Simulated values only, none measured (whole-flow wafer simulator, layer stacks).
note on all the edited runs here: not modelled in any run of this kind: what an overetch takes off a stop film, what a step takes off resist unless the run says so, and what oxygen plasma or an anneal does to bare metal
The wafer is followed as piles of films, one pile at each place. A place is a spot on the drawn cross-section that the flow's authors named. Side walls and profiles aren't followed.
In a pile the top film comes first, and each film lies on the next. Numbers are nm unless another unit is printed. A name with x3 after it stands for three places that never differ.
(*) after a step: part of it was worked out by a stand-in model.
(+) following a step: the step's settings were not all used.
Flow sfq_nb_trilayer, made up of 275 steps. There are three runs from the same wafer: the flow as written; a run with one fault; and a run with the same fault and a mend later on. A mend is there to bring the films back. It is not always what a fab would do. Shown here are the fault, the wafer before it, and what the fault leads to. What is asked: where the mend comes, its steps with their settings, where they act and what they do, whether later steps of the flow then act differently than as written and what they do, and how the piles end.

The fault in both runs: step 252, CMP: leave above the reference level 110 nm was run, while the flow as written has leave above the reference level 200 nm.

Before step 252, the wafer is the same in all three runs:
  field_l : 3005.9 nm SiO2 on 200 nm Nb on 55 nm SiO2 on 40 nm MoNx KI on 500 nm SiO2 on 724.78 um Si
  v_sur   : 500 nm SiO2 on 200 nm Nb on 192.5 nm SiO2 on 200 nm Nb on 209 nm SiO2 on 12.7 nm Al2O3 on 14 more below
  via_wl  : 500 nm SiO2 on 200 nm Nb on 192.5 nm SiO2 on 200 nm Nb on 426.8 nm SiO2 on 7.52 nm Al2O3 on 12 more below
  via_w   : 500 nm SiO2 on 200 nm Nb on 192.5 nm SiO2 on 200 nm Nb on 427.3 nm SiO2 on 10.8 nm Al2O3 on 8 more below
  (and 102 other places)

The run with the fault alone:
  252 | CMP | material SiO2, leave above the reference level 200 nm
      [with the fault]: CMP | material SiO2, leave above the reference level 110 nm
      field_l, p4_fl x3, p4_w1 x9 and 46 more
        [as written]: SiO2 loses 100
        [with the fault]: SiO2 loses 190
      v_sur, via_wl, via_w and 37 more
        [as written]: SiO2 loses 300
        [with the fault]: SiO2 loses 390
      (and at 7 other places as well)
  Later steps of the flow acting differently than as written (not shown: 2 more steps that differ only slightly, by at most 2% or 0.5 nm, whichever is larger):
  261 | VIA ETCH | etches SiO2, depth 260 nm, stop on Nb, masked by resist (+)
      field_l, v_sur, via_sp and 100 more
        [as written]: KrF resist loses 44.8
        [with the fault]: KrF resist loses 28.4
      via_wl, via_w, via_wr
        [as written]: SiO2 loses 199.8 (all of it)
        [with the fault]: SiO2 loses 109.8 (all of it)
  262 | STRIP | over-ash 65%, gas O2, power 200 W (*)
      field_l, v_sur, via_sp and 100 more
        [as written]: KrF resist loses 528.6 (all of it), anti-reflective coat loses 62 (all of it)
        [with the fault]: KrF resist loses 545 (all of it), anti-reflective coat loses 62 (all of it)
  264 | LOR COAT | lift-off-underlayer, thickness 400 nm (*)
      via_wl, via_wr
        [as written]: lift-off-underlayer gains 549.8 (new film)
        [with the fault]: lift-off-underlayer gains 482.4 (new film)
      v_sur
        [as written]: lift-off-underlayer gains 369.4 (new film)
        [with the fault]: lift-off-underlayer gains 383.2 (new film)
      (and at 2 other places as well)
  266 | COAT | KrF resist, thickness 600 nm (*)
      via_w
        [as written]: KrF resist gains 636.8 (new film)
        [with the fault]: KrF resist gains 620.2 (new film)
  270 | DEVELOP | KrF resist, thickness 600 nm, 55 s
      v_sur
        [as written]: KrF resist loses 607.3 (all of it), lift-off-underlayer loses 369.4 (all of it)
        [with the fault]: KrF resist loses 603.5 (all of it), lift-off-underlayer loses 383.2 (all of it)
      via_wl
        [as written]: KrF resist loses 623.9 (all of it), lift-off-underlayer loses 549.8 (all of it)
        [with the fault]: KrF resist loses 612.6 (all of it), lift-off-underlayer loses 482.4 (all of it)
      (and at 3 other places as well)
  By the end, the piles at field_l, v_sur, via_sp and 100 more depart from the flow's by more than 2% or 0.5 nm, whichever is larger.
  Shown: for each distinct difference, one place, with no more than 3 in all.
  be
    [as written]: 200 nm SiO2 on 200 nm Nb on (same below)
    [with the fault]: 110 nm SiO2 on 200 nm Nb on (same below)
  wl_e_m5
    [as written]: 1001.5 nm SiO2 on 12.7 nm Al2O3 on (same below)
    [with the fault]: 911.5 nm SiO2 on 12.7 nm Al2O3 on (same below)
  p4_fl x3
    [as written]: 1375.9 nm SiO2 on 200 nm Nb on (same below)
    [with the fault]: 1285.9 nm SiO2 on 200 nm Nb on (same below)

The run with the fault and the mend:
  The mend stands after step 253.
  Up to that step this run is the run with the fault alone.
  253a | PECVD | material SiO2, thickness 90 nm, 150 C, 20 s, RF power 183.3 W, pressure 2.4 Torr, precursor SiH4/N2O (the flow's step 251 again, with other settings)
      field_l, v_sur, via_wl and 103 more
        SiO2 gains 90
  Later steps of the flow that are run all act as written at every place that is followed.
  At every place that both follow, the piles at the end match the flow's.
